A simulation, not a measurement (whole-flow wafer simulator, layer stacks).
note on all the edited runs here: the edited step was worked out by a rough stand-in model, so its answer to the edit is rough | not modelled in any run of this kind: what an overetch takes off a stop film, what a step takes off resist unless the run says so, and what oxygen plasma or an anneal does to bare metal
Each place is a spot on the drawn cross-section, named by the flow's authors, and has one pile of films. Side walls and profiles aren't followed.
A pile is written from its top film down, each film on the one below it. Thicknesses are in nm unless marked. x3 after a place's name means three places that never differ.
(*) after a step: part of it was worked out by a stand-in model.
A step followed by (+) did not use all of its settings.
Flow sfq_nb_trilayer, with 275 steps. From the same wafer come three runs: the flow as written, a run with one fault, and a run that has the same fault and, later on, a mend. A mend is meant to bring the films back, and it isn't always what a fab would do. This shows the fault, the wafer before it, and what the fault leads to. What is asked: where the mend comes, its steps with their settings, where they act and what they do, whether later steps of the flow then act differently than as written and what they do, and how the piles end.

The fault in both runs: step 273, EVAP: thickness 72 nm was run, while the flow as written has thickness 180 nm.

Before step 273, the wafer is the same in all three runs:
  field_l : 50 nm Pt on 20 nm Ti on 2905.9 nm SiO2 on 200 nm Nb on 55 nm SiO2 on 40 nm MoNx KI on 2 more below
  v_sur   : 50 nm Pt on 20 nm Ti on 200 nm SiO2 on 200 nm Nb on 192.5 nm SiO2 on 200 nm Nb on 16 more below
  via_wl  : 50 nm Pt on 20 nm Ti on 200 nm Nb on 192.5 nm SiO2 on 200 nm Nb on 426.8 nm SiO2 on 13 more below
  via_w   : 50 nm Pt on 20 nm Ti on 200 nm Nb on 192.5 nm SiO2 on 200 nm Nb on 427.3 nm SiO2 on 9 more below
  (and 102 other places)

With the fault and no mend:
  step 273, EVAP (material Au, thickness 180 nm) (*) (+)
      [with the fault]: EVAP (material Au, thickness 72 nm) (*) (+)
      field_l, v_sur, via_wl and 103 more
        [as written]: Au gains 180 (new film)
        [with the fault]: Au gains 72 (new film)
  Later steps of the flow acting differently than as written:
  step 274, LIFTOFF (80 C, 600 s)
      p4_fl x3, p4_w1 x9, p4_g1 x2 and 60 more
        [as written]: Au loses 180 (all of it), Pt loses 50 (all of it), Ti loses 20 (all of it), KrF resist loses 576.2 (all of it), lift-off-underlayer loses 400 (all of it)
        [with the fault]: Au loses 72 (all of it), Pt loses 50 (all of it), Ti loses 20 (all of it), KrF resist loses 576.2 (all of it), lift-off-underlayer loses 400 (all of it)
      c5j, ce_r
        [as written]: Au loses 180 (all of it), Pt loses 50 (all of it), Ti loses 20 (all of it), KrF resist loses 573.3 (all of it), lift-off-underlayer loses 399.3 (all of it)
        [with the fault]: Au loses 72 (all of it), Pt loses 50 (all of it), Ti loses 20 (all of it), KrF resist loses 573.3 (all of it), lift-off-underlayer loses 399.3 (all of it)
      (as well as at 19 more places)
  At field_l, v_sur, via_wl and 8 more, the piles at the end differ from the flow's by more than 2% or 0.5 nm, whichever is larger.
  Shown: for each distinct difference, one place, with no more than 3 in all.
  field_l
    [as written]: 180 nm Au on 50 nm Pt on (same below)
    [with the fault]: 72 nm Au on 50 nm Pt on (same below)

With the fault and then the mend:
  The mend stands after step 273.
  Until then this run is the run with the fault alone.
  step 273a, EVAP (material Au, thickness 108 nm) (*) (+) (the flow's step 273 again, with other settings)
      field_l, v_sur, via_wl and 103 more
        Au gains 108
  Every later step of the flow that is run acts as written at every place that is followed.
  At every place that both follow, the piles at the end match the flow's.
